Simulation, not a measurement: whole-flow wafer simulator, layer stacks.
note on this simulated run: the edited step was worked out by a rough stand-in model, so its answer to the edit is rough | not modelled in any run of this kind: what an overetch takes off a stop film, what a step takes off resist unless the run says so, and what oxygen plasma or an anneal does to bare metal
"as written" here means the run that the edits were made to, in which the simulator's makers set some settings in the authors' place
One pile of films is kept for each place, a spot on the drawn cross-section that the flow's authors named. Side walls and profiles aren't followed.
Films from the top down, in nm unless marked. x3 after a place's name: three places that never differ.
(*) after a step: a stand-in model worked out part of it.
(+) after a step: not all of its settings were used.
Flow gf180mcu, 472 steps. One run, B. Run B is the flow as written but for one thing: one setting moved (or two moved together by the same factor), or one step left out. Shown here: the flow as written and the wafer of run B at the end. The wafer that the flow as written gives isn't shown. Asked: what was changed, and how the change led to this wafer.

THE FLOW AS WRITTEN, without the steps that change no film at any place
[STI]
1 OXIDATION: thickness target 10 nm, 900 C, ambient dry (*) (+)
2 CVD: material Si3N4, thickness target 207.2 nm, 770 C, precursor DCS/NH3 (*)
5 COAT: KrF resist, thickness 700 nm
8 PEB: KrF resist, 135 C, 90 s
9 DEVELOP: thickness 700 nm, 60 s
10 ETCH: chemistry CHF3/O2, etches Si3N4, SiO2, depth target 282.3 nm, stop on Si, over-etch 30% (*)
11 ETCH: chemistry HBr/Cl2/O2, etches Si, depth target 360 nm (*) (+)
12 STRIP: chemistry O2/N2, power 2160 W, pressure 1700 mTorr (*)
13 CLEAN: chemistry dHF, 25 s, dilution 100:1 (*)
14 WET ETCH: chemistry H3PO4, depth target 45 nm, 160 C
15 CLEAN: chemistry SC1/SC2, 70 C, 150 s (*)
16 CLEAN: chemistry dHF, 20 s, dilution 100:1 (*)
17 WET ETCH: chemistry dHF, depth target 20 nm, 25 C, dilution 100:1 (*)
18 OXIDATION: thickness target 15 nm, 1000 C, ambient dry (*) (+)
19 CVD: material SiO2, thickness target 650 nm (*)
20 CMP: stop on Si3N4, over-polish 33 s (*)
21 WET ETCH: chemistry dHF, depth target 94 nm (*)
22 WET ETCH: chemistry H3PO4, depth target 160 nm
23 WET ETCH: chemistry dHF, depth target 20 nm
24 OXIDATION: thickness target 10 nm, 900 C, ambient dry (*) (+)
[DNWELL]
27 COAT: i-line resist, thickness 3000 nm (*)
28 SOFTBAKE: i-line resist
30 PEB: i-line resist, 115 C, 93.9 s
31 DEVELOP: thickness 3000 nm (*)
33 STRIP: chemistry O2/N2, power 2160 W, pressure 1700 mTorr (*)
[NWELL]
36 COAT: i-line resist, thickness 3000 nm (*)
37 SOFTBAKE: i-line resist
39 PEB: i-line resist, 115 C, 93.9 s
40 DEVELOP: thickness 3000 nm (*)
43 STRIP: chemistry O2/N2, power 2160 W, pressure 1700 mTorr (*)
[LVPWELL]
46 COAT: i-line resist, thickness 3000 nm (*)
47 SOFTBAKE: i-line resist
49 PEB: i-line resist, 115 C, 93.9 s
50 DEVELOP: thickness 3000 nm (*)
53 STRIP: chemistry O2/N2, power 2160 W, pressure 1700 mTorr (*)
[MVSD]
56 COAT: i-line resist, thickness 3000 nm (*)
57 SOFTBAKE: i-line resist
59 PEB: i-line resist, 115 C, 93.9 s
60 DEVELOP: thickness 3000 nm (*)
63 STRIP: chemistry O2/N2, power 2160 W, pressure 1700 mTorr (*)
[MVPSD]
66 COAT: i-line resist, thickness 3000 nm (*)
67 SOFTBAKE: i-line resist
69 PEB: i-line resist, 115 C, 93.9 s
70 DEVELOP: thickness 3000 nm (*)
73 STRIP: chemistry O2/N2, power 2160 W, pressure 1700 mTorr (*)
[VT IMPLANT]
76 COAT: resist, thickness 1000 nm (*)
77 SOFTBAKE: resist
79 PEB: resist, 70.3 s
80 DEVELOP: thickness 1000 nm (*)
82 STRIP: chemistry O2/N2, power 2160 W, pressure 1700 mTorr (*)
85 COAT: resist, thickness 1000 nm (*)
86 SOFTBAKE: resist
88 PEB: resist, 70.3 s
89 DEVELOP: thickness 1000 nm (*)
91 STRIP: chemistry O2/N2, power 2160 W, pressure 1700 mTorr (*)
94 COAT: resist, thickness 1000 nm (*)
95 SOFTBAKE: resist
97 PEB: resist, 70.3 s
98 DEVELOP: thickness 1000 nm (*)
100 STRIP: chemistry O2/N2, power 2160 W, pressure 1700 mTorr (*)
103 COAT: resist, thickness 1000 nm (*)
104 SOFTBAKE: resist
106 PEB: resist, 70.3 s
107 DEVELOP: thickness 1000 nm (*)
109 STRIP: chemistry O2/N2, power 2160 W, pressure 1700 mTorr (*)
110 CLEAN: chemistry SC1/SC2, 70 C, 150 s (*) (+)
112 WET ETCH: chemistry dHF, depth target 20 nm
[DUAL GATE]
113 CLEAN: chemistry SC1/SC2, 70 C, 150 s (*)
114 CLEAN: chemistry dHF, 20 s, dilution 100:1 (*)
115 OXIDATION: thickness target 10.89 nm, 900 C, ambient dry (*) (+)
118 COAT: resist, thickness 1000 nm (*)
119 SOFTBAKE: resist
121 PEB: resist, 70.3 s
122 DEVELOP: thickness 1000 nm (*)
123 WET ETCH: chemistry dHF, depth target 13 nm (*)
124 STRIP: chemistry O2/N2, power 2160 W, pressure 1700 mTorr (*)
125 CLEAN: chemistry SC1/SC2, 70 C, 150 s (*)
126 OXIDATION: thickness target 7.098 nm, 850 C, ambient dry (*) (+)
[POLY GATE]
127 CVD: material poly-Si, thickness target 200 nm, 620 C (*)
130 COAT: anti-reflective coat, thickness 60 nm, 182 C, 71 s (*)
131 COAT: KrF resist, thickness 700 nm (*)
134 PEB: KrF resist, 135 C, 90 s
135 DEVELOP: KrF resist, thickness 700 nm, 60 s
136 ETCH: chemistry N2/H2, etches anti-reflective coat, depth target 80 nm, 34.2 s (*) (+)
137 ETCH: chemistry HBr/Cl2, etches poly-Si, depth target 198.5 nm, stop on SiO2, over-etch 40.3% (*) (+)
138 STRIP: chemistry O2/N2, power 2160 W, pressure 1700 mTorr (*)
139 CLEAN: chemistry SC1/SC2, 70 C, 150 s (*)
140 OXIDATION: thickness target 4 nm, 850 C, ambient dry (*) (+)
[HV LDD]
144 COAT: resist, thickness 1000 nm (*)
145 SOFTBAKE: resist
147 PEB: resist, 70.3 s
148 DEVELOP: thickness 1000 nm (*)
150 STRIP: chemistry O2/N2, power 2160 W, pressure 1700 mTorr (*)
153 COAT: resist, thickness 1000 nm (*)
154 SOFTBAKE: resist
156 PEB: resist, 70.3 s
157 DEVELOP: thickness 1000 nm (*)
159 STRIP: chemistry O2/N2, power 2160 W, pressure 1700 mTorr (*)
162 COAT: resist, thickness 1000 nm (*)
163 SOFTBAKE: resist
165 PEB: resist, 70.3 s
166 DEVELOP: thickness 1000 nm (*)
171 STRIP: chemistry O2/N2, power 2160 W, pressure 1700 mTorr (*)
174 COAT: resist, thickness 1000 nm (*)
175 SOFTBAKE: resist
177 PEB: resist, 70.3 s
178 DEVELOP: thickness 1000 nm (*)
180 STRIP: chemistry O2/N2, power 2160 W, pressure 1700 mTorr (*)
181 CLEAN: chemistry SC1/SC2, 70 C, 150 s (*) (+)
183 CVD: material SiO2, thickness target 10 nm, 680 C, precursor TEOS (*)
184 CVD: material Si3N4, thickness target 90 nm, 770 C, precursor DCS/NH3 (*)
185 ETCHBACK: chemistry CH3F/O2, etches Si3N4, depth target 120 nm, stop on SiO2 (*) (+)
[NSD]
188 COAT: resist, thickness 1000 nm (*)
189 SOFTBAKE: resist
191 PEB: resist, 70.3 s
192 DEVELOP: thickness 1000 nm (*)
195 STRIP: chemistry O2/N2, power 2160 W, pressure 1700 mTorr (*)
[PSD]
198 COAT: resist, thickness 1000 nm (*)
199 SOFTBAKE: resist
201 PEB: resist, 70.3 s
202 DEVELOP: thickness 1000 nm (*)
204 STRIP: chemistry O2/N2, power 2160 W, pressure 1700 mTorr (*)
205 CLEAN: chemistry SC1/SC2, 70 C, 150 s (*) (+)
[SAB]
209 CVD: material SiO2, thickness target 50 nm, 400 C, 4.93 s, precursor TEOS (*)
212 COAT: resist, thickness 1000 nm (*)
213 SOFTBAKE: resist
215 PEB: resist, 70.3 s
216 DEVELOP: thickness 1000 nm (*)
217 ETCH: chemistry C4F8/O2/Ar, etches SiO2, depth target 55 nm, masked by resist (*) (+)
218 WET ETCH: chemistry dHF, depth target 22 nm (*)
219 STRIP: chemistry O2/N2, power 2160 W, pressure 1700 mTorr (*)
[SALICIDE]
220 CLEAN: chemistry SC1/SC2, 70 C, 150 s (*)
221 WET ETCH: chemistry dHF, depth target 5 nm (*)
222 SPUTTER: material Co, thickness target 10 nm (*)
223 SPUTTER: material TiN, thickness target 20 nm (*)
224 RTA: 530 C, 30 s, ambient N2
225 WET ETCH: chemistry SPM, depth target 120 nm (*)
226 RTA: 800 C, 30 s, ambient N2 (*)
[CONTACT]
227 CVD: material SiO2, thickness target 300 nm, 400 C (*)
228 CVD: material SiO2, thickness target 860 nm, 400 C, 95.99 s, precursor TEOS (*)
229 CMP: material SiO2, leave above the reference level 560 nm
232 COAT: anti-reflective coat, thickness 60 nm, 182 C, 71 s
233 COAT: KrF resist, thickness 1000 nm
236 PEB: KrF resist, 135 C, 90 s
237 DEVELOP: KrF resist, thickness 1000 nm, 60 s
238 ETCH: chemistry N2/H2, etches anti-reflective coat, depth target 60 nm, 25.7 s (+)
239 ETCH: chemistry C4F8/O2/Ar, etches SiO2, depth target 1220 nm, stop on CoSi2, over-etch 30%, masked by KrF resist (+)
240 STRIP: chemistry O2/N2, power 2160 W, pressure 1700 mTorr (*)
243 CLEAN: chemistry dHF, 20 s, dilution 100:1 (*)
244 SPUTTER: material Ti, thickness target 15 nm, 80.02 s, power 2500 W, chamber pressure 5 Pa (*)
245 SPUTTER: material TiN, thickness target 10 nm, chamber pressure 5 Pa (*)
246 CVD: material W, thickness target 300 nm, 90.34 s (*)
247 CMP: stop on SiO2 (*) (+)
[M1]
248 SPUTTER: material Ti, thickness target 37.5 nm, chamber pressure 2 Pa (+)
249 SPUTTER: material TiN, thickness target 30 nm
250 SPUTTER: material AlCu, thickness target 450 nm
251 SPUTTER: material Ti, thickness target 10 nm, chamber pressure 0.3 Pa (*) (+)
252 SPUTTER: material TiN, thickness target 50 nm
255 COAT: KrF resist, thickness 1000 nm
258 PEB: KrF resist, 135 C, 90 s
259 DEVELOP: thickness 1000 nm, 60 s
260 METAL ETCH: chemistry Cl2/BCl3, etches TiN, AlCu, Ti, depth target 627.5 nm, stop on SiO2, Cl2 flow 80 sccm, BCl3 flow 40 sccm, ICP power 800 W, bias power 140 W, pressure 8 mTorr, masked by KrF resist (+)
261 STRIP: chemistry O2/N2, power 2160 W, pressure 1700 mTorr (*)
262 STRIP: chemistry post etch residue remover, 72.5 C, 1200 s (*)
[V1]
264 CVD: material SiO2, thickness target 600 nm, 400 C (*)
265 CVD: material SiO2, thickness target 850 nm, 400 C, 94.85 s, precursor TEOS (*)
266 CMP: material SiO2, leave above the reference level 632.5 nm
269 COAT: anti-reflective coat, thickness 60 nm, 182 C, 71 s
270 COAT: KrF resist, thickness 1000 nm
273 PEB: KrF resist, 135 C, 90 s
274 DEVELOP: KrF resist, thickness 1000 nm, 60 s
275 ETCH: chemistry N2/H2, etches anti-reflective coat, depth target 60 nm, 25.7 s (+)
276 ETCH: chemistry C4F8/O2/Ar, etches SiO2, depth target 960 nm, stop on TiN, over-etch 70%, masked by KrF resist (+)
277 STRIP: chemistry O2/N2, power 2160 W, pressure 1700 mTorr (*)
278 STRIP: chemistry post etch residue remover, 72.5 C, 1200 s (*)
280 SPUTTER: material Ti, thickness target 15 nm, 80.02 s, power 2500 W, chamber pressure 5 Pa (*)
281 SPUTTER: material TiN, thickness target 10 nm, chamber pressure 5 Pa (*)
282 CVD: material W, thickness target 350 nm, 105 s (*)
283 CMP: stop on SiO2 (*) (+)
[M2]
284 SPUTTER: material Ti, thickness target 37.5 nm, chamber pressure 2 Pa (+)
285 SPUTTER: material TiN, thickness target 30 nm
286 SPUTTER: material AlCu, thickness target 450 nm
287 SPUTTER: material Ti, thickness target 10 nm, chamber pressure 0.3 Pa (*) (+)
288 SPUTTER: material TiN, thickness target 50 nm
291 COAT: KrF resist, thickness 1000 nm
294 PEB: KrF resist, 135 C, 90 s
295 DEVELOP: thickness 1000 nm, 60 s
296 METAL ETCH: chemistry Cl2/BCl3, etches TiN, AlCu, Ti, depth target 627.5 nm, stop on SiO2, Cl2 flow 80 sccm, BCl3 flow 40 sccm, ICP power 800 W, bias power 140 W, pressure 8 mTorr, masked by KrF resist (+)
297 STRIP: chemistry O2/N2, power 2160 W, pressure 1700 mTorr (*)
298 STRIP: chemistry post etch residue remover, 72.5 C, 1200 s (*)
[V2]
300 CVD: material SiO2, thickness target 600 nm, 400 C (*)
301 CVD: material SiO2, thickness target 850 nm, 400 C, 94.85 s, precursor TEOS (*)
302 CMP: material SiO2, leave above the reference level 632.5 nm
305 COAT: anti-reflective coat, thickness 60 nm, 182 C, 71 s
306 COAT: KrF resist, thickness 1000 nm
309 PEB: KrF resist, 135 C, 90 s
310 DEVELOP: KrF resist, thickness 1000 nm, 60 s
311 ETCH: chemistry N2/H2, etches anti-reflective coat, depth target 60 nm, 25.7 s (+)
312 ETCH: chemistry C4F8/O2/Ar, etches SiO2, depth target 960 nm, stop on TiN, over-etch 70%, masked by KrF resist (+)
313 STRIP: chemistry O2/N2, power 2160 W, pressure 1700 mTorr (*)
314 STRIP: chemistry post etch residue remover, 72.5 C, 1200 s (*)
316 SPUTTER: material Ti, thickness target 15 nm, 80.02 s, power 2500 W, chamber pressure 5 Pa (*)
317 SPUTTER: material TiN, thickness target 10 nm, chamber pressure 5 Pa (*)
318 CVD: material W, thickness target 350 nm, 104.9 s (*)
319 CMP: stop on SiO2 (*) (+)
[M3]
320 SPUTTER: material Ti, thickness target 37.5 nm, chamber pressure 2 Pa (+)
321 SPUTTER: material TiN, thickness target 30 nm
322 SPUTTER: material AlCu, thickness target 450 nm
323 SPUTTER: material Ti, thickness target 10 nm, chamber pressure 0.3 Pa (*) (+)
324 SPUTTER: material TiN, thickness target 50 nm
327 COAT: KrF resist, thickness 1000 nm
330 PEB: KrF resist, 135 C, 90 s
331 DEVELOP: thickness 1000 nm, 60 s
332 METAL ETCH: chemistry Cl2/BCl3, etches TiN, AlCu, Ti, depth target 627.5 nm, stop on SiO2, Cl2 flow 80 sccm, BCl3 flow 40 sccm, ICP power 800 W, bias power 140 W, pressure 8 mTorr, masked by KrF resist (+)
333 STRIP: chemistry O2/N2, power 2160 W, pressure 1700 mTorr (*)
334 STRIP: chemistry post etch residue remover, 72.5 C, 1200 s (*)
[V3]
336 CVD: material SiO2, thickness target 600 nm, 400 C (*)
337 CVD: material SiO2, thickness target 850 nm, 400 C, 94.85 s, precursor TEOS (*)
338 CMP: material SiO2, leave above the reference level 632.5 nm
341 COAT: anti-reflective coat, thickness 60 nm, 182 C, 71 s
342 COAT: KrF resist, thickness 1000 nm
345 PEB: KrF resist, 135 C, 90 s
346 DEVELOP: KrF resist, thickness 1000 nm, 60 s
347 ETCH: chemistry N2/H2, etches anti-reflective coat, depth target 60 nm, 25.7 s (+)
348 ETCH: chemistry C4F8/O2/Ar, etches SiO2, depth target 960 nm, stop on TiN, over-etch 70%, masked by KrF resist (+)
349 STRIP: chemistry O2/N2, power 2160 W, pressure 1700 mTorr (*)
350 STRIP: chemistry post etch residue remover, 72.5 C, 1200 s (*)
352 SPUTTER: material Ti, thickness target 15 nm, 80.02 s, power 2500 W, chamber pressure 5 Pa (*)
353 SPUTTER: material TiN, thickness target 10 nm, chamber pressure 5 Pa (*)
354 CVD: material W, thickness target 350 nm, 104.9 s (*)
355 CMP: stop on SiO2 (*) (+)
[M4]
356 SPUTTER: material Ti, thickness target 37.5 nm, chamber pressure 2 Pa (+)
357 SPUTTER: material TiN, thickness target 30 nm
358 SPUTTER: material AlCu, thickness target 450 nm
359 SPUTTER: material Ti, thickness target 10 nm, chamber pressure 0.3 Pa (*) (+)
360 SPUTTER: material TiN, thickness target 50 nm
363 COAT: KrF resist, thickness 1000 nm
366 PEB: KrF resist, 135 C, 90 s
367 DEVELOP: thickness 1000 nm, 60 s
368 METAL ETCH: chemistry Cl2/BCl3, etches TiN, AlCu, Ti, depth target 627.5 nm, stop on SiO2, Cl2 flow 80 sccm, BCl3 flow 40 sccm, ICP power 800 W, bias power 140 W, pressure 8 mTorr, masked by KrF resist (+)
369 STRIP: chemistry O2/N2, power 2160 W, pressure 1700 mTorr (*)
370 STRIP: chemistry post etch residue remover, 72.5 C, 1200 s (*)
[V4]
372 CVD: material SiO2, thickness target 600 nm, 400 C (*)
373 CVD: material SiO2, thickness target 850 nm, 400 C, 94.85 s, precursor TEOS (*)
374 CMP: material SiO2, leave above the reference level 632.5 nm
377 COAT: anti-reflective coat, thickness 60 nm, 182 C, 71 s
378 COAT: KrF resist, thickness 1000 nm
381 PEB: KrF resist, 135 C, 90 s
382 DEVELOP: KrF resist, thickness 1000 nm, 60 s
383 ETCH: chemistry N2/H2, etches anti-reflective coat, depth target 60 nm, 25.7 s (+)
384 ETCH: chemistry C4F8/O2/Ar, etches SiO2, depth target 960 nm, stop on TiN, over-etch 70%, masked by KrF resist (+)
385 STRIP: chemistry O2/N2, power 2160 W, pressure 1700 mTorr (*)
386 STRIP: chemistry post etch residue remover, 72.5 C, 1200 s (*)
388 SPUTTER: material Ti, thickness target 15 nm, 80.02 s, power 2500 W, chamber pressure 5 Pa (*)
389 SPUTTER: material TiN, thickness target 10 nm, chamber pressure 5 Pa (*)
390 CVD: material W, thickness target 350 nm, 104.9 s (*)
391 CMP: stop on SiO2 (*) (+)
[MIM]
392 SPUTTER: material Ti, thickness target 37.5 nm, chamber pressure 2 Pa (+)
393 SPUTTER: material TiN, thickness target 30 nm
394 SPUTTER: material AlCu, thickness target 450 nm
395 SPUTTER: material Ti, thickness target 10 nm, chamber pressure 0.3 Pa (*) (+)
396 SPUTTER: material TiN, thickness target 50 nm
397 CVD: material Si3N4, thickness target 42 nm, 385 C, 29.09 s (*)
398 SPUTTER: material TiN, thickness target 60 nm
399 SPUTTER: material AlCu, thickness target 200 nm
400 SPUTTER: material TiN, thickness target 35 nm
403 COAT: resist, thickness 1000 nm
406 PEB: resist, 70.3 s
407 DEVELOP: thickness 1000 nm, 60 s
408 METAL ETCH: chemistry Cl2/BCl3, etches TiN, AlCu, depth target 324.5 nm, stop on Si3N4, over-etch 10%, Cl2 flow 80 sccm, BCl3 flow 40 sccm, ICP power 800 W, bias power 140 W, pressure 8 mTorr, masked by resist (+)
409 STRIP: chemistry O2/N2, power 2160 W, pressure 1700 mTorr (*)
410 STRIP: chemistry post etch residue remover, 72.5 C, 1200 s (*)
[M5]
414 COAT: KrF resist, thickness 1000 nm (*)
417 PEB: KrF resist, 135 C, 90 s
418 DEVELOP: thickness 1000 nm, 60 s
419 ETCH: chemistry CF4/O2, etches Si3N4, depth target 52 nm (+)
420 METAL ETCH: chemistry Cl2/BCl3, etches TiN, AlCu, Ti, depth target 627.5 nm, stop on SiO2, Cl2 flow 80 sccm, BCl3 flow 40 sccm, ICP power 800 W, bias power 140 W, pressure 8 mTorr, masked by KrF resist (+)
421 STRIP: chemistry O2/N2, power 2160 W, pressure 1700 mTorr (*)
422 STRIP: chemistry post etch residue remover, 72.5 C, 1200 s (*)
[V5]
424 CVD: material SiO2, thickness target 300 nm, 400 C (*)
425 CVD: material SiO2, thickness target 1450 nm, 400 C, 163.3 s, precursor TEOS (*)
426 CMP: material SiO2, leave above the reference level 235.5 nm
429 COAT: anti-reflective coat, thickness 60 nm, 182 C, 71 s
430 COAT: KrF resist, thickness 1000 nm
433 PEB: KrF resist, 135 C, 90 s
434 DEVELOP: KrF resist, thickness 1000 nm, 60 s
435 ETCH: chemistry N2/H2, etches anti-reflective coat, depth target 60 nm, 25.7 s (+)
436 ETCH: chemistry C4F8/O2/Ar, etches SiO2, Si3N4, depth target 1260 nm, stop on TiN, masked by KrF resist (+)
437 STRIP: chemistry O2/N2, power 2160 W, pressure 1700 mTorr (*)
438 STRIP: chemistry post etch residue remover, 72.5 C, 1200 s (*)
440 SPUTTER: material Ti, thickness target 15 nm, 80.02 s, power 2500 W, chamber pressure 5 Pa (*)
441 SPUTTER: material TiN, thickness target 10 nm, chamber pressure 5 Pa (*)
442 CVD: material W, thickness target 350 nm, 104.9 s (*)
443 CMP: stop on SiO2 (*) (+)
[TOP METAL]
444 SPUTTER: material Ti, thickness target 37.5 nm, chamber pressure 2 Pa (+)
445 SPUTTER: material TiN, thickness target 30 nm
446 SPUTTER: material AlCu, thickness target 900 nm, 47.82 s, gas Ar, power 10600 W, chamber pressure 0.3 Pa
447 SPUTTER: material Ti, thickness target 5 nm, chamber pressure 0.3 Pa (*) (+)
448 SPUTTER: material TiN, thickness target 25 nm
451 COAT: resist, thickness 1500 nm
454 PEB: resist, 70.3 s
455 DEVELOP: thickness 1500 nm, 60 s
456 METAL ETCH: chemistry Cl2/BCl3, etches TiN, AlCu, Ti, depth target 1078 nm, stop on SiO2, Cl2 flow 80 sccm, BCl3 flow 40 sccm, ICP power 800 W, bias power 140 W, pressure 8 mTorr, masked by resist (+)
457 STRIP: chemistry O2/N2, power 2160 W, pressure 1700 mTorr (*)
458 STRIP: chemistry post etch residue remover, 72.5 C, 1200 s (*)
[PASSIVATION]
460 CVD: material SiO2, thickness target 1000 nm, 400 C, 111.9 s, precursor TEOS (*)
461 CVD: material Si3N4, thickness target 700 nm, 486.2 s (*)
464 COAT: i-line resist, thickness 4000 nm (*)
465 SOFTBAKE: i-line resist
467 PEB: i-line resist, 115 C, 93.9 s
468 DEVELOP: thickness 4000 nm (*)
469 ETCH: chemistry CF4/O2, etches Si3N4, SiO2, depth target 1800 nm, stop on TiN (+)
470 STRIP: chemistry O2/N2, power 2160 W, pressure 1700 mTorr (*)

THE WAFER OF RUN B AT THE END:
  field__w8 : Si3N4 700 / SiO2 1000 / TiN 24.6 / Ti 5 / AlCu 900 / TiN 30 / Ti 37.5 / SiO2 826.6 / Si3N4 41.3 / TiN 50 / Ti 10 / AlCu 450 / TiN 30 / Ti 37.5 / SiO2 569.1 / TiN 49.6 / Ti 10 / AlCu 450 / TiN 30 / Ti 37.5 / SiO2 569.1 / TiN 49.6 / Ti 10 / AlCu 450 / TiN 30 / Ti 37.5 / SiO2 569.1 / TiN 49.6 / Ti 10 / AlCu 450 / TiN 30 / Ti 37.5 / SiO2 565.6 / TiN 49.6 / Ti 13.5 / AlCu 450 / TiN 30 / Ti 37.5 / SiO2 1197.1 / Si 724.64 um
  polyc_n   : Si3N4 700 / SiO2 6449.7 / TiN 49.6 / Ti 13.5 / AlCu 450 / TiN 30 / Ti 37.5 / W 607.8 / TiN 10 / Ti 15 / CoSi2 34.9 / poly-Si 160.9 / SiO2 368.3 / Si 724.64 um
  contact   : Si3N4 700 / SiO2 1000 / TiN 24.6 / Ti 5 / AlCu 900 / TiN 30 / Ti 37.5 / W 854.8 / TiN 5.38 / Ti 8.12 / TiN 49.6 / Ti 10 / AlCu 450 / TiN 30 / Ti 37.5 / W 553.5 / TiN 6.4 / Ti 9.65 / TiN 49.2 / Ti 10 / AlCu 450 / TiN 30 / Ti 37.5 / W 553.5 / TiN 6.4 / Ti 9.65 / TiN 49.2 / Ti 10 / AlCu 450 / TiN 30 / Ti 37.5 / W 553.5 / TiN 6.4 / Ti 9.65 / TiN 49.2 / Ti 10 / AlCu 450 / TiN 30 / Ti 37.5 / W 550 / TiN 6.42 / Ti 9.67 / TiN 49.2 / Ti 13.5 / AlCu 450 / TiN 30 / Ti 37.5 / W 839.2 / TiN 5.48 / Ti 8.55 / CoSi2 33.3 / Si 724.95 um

The cause: step 251, SPUTTER: thickness target 13.5 nm was run, where the flow has thickness target 10 nm.
It can be read off the wafer: field__w8 has Ti 13.5, and step 251 as written asks for 10 nm.

How the change led to this, step by step:
  251 SPUTTER: material Ti, thickness target 10 nm, chamber pressure 0.3 Pa (*) (+)
      field, field__w1, field__w2 and 108 more: Ti +13.5 (new film) (as written it would be: Ti +10 (new film))
  260 METAL ETCH: chemistry Cl2/BCl3, etches TiN, AlCu, Ti, depth target 627.5 nm, stop on SiO2, Cl2 flow 80 sccm, BCl3 flow 40 sccm, ICP power 800 W, bias power 140 W, pressure 8 mTorr, masked by KrF resist (+)
      field, field__w1, field__w2 and 99 more: TiN -50 (all of it), Ti -13.5 (all of it), AlCu -450 (all of it), TiN -30 (all of it), Ti -37.5 (all of it) (as written it would be: TiN -50 (all of it), Ti -10 (all of it), AlCu -450 (all of it), TiN -30 (all of it), Ti -37.5 (all of it))
